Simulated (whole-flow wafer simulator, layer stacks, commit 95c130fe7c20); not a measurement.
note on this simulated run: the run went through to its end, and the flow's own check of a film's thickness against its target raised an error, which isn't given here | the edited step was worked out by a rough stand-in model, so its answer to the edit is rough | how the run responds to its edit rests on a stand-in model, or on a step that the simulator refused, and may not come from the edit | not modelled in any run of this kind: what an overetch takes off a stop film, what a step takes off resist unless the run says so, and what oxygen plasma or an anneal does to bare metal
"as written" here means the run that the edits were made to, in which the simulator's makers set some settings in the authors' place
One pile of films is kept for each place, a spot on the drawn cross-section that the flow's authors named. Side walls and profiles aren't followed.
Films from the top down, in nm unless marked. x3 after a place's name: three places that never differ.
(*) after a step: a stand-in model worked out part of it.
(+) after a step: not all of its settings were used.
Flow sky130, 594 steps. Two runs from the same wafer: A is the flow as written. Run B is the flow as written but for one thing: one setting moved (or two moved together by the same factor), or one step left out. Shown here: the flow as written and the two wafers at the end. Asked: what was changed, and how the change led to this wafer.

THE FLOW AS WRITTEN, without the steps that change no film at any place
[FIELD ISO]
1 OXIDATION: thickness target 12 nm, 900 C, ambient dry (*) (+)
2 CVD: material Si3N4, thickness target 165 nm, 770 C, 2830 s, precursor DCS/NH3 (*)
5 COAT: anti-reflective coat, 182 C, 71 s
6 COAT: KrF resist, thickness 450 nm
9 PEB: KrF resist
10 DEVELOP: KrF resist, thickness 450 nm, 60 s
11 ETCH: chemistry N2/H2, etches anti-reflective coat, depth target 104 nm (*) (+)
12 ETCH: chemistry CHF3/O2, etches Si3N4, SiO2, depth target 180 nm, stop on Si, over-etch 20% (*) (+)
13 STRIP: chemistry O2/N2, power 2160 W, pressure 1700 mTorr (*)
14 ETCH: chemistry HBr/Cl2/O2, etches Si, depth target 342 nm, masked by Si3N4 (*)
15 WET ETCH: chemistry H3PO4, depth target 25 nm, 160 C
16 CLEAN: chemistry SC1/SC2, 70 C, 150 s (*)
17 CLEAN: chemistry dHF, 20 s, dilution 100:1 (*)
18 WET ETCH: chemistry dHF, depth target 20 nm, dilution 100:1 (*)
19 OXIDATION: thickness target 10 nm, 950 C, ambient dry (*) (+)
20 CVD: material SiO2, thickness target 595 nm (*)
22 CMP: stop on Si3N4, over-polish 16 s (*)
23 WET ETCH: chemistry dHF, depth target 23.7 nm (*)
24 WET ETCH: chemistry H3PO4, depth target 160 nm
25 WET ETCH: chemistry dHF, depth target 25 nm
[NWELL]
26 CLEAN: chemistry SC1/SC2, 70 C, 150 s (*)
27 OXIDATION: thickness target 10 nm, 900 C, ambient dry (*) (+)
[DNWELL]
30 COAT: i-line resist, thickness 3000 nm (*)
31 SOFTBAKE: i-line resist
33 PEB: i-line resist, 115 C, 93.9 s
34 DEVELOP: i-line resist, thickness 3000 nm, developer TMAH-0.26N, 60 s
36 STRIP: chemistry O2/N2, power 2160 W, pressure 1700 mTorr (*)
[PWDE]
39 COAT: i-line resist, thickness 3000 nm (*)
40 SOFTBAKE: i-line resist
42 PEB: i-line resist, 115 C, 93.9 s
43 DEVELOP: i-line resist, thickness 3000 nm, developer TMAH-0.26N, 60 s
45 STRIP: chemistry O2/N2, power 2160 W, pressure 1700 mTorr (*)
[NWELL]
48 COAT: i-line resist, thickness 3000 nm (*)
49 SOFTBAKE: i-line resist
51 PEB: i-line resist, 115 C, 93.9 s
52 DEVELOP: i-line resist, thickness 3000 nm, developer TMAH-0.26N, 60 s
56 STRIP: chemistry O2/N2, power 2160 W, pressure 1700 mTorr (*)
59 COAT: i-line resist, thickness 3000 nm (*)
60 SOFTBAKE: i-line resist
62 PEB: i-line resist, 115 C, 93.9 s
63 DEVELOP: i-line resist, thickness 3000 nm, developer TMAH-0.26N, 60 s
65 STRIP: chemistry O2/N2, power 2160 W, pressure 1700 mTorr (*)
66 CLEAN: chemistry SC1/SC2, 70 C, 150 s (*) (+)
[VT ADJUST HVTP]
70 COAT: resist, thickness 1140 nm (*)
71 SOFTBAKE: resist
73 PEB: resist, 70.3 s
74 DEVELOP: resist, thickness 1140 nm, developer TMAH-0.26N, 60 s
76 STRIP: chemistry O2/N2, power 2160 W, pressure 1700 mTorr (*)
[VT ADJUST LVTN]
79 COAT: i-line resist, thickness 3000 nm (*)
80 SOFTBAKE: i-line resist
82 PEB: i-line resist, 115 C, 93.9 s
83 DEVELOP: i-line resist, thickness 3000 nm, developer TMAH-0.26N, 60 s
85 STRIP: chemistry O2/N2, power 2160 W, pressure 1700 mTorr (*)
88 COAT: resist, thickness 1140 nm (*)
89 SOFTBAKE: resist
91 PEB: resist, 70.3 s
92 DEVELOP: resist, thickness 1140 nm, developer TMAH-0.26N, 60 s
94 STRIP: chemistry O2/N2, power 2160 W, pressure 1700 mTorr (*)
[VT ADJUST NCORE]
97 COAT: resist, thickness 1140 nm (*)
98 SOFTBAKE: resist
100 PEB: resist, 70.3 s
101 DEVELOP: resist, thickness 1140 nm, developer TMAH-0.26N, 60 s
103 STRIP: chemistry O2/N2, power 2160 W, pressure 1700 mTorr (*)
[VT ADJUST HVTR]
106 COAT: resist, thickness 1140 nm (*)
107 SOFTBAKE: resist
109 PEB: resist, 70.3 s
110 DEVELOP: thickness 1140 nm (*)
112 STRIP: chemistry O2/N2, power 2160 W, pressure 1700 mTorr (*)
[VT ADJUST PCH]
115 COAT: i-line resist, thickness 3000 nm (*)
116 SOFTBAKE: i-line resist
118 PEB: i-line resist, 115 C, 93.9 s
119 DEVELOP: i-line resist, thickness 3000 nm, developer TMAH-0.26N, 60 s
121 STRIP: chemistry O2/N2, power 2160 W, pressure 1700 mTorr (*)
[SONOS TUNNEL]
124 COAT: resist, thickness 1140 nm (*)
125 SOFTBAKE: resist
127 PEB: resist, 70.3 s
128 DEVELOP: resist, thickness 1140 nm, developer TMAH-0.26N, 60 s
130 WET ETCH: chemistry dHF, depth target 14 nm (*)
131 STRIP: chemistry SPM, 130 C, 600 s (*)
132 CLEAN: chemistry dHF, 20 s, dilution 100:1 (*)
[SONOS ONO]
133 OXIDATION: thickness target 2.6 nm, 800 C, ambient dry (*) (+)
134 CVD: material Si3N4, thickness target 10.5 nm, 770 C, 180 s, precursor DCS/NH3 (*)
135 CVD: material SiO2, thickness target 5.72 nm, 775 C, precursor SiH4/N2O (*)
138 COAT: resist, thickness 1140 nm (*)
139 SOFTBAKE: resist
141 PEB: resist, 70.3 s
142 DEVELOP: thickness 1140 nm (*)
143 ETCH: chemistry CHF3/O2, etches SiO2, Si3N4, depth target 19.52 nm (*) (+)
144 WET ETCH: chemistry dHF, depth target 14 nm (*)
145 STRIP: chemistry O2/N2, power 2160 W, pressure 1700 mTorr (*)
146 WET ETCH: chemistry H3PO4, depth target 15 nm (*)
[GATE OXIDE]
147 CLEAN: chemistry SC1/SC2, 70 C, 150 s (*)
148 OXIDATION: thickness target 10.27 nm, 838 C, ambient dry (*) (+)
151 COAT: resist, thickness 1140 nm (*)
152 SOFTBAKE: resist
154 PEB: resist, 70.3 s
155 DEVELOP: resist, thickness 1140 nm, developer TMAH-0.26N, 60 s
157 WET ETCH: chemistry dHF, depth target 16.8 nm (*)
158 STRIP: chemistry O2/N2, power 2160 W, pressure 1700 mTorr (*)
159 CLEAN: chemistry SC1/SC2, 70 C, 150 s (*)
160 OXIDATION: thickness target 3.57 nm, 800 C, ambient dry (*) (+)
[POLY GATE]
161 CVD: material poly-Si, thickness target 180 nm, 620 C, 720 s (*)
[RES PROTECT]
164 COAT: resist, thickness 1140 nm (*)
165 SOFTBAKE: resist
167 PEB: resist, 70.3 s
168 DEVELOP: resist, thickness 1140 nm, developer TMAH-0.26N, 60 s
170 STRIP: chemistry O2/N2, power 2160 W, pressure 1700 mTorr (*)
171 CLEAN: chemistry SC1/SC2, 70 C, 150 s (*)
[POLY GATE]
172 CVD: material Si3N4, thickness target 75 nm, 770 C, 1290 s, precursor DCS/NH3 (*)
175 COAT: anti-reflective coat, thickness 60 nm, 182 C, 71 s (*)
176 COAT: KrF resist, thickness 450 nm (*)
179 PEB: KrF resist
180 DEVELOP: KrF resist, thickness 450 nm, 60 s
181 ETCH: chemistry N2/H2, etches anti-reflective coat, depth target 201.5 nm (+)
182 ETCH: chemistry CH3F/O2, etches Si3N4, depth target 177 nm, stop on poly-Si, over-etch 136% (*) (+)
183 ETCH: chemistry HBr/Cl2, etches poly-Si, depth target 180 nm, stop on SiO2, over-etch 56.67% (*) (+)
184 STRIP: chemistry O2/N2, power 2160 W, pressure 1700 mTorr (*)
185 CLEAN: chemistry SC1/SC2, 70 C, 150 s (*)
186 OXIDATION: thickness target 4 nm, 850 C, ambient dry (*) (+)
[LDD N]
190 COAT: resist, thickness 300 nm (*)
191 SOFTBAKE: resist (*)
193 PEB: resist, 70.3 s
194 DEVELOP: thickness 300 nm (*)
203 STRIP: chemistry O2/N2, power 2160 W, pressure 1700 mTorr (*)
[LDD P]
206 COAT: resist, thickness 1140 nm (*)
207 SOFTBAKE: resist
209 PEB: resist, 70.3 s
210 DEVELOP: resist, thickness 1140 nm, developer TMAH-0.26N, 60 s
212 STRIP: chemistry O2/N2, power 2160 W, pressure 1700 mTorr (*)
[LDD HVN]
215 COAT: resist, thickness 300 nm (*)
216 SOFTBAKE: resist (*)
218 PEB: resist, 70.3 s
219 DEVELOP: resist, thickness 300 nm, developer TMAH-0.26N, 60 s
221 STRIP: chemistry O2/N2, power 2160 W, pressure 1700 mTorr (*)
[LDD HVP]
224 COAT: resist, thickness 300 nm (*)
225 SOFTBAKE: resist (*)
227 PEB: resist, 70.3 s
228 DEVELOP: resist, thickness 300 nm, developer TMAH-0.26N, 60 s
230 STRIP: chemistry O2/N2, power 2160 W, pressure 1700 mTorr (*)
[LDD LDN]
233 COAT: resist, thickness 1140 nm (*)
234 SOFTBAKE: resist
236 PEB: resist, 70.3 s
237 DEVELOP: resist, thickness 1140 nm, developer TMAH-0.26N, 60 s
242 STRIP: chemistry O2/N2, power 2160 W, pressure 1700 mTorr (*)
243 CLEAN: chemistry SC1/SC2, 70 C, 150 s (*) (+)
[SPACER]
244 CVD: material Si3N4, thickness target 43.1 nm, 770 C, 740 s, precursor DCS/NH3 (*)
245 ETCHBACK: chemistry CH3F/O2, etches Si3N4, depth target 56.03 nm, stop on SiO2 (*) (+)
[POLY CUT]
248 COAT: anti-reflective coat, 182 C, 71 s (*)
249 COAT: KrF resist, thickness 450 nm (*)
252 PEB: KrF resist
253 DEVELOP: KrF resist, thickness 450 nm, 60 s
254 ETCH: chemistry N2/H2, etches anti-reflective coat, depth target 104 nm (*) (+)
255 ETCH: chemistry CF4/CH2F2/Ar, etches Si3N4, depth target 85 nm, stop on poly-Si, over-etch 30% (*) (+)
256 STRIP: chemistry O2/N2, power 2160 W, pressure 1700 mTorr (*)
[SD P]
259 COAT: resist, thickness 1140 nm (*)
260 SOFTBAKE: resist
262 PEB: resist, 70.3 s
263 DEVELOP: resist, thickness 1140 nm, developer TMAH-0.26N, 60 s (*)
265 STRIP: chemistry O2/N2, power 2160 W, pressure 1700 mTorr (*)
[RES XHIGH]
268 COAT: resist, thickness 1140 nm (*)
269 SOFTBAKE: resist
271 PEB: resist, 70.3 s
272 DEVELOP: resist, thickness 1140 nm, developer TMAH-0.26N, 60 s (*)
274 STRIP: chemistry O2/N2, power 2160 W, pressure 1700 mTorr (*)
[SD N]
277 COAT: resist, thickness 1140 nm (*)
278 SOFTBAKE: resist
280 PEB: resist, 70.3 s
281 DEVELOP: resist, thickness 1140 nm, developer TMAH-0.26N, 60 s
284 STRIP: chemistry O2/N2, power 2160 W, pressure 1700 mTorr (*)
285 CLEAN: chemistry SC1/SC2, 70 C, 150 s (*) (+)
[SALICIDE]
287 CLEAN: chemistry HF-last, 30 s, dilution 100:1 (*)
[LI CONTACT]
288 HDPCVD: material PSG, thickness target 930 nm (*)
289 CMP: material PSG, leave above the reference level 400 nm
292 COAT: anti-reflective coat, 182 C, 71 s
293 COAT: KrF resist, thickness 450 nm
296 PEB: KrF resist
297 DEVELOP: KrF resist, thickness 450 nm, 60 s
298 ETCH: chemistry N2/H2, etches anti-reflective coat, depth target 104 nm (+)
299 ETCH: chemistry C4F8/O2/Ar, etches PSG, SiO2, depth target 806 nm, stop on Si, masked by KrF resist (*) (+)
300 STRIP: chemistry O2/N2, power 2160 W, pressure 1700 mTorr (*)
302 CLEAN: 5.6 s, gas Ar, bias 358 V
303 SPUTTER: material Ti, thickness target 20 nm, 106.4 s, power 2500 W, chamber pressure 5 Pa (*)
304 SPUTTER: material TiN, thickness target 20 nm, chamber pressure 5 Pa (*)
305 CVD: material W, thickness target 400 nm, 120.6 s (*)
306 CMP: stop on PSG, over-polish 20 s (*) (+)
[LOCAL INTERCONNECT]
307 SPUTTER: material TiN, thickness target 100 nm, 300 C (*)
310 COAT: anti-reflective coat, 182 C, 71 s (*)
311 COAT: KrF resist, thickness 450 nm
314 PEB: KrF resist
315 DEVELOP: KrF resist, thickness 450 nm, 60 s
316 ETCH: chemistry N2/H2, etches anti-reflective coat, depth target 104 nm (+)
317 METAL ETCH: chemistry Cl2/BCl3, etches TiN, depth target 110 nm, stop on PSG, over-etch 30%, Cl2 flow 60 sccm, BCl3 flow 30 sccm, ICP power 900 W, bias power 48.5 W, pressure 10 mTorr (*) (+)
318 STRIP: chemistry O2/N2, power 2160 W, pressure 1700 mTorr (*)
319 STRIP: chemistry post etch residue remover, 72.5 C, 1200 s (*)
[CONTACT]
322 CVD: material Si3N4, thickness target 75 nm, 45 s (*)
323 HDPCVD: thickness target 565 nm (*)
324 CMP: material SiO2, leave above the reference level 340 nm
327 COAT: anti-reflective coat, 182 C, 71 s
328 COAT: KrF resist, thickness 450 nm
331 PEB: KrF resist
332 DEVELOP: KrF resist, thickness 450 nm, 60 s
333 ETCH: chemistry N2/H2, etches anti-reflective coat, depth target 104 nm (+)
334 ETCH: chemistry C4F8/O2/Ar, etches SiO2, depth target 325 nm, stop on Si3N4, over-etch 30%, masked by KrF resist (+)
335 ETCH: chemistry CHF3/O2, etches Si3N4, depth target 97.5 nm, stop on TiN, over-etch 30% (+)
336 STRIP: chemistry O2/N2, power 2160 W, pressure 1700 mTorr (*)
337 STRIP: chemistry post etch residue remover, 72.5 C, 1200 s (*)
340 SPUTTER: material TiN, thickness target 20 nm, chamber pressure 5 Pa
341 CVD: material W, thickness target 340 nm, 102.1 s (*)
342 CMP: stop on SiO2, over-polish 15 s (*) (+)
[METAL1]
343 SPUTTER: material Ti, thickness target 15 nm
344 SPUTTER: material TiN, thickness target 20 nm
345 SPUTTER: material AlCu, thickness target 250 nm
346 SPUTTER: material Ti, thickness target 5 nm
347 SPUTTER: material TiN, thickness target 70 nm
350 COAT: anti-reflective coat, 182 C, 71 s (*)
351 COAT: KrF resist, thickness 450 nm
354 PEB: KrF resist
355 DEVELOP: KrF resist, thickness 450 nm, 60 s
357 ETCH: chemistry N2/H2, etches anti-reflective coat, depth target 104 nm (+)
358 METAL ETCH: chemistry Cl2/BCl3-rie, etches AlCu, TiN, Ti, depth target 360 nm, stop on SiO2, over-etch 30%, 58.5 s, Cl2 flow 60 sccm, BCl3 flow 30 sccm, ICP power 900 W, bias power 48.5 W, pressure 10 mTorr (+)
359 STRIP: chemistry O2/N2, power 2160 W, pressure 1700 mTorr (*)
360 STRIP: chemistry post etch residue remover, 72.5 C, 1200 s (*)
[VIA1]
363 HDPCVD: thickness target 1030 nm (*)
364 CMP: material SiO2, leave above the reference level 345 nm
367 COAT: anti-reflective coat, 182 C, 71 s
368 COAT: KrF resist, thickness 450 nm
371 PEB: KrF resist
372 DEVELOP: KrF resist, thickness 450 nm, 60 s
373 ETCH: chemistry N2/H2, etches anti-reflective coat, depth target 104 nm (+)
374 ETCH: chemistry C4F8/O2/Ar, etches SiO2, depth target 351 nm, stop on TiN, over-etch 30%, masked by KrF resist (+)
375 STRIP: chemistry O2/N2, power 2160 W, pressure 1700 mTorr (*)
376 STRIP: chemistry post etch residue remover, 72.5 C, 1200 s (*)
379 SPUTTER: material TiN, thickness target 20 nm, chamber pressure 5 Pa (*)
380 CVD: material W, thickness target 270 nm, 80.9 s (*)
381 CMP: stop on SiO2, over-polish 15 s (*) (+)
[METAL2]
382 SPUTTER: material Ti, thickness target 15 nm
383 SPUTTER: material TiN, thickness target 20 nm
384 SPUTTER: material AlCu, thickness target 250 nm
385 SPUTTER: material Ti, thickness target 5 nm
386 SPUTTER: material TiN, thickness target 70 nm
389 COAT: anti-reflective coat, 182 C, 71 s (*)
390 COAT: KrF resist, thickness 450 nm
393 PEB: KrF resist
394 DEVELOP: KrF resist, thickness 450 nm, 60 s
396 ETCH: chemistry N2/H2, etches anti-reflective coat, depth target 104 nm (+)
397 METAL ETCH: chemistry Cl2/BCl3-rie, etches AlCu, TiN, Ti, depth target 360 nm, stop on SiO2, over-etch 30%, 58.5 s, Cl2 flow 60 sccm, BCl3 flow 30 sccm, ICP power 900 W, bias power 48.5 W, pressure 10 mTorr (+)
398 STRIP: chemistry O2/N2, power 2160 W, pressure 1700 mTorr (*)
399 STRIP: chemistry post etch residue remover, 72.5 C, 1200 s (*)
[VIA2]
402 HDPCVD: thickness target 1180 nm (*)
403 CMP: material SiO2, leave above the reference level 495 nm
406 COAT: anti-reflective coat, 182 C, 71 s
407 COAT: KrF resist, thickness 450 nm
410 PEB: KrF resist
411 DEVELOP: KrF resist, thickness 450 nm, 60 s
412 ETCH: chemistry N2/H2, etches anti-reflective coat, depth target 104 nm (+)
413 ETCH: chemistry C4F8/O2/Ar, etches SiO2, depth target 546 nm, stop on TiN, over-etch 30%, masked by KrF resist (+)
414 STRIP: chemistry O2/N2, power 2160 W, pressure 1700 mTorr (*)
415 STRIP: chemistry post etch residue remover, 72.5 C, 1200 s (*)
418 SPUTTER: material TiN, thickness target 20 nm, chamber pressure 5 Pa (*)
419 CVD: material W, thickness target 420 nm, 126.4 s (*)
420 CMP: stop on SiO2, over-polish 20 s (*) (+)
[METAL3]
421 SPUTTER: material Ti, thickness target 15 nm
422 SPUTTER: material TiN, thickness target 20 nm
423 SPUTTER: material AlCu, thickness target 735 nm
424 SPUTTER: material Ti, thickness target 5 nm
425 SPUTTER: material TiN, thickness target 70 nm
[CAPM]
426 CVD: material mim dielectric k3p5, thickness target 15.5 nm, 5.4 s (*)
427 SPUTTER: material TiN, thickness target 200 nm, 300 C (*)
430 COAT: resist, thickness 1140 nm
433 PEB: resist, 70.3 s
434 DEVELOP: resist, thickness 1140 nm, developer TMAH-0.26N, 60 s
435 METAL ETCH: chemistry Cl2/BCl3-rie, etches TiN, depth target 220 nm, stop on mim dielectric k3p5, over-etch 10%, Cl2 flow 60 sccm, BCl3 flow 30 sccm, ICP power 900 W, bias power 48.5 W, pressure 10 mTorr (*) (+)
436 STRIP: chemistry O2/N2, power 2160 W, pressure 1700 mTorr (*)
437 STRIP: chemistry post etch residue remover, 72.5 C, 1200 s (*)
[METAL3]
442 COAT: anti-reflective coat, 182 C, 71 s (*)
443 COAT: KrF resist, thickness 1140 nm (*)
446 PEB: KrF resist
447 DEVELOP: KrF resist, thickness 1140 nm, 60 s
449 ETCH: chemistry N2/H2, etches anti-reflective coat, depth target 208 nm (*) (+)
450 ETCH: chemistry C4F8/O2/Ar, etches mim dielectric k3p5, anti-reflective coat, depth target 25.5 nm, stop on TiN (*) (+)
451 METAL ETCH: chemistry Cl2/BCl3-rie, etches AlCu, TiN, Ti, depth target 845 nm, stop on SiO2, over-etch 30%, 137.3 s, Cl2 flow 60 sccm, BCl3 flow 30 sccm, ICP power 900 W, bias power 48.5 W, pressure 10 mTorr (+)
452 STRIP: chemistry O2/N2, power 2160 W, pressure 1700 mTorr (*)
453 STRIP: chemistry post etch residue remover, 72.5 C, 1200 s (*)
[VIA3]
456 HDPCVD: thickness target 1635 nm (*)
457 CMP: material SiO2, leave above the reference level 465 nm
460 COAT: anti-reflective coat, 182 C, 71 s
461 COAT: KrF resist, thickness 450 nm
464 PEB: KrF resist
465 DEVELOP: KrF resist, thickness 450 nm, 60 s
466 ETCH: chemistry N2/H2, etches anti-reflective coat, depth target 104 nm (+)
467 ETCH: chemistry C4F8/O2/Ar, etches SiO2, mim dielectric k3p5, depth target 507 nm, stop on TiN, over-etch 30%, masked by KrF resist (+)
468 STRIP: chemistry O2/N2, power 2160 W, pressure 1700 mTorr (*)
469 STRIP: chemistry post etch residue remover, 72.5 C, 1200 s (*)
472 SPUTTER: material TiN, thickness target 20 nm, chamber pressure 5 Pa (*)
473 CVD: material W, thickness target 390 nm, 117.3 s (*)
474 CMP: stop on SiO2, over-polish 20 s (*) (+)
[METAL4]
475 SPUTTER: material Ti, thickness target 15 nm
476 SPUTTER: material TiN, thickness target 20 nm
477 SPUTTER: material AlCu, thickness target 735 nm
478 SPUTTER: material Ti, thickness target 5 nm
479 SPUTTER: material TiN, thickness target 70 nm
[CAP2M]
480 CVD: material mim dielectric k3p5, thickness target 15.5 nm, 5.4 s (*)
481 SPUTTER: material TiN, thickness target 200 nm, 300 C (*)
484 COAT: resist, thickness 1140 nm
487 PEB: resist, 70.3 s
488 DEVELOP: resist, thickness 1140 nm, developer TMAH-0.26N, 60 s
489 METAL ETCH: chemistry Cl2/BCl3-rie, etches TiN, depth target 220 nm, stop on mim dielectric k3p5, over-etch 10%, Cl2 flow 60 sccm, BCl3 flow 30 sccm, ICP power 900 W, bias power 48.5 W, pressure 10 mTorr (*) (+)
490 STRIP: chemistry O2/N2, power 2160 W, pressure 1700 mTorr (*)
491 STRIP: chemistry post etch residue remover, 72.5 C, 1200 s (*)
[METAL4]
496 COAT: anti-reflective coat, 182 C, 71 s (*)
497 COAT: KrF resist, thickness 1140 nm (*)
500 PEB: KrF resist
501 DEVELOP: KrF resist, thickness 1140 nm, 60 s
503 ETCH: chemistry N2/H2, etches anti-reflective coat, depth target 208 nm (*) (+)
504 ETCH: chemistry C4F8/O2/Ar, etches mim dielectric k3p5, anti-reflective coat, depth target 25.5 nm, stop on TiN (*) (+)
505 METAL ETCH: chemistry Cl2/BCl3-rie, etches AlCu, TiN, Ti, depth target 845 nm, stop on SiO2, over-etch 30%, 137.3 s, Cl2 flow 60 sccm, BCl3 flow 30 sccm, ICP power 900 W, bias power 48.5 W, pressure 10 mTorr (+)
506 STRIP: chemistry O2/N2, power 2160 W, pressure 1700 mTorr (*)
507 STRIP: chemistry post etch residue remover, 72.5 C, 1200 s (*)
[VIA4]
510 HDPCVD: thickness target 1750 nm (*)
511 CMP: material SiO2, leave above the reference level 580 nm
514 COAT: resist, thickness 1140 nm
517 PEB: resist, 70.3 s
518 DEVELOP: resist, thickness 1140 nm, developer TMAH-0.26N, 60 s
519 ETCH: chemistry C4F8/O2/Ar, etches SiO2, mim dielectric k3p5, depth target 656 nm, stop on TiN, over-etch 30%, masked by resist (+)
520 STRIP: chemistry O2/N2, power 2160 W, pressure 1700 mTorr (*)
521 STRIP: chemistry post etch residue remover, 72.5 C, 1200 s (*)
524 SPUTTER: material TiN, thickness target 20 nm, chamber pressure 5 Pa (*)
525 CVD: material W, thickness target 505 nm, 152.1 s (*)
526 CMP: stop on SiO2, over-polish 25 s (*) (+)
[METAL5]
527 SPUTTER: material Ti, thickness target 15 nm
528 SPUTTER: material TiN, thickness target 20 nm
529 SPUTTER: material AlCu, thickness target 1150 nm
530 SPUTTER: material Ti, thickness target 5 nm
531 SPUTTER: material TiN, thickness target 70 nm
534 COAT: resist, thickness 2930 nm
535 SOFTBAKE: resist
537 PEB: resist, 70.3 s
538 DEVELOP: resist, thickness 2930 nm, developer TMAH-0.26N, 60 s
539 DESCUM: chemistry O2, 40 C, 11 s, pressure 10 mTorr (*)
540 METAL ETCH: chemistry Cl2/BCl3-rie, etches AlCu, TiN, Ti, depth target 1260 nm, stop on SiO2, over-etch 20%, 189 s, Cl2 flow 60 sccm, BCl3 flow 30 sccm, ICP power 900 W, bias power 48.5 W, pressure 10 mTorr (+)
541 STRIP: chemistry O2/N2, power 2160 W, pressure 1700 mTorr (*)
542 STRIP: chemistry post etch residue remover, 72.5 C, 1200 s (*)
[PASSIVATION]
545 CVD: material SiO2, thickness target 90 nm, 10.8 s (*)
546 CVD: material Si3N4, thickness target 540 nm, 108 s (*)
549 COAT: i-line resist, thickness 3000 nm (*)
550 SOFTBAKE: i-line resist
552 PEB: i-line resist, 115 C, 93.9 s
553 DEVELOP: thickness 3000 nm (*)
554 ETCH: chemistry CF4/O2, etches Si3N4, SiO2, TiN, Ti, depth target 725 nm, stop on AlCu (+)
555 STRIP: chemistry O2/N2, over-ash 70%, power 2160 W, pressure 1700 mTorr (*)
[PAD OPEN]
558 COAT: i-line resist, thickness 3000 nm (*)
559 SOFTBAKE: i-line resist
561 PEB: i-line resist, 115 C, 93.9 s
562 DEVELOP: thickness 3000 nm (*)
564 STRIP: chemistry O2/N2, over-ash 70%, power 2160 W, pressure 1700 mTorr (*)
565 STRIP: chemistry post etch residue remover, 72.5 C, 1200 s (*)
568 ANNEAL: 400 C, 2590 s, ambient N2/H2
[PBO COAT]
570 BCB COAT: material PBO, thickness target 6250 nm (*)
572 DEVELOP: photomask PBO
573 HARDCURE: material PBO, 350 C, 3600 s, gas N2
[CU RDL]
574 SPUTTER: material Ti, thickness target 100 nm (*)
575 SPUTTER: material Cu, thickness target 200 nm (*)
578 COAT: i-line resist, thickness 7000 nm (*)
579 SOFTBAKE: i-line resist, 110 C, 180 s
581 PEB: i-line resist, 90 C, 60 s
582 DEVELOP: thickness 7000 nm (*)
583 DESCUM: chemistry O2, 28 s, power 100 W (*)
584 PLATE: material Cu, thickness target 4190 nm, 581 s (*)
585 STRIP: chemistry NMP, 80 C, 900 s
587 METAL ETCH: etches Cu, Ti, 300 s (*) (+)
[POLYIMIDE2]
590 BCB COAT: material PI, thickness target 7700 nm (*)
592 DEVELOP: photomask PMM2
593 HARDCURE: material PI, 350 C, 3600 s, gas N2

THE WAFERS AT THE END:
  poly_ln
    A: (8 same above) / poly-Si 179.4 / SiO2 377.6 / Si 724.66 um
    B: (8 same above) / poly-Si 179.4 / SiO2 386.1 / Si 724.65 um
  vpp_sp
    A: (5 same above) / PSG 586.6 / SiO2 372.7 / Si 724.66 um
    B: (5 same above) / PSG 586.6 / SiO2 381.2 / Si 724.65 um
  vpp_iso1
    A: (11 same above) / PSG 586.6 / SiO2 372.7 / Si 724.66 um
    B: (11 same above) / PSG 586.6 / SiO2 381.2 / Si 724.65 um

The cause: step 19, OXIDATION: 1069 C was run, where the flow has 950 C.

How the change led to this, step by step:
  19 OXIDATION: thickness target 10 nm, 950 C, ambient dry (*) (+)
      field, mim, iso_guard and 84 more: A SiO2 +10 (new film), Si -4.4 | B SiO2 +29.2 (new film), Si -12.9
  22 CMP: stop on Si3N4, over-polish 16 s (*)
      mim, vpp_sp, vpp_ln and 61 more: A SiO2 -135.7 | B SiO2 -146.5
      hv_encl, field_nw, iso_guard_nsd_tip, iso_guard_nowell, field_nw_hv: A SiO2 -138 | B SiO2 -148.8
      (and at 11 more places)
  248 COAT: anti-reflective coat, 182 C, 71 s (*)
      iso_guard_nsd: A anti-reflective coat +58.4 (new film) | B anti-reflective coat +60 (new film)
  256 STRIP: chemistry O2/N2, power 2160 W, pressure 1700 mTorr (*)
      iso_guard_nsd: A KrF resist -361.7 (all of it), anti-reflective coat -58.4 (all of it) | B KrF resist -361.5 (all of it), anti-reflective coat -60 (all of it)
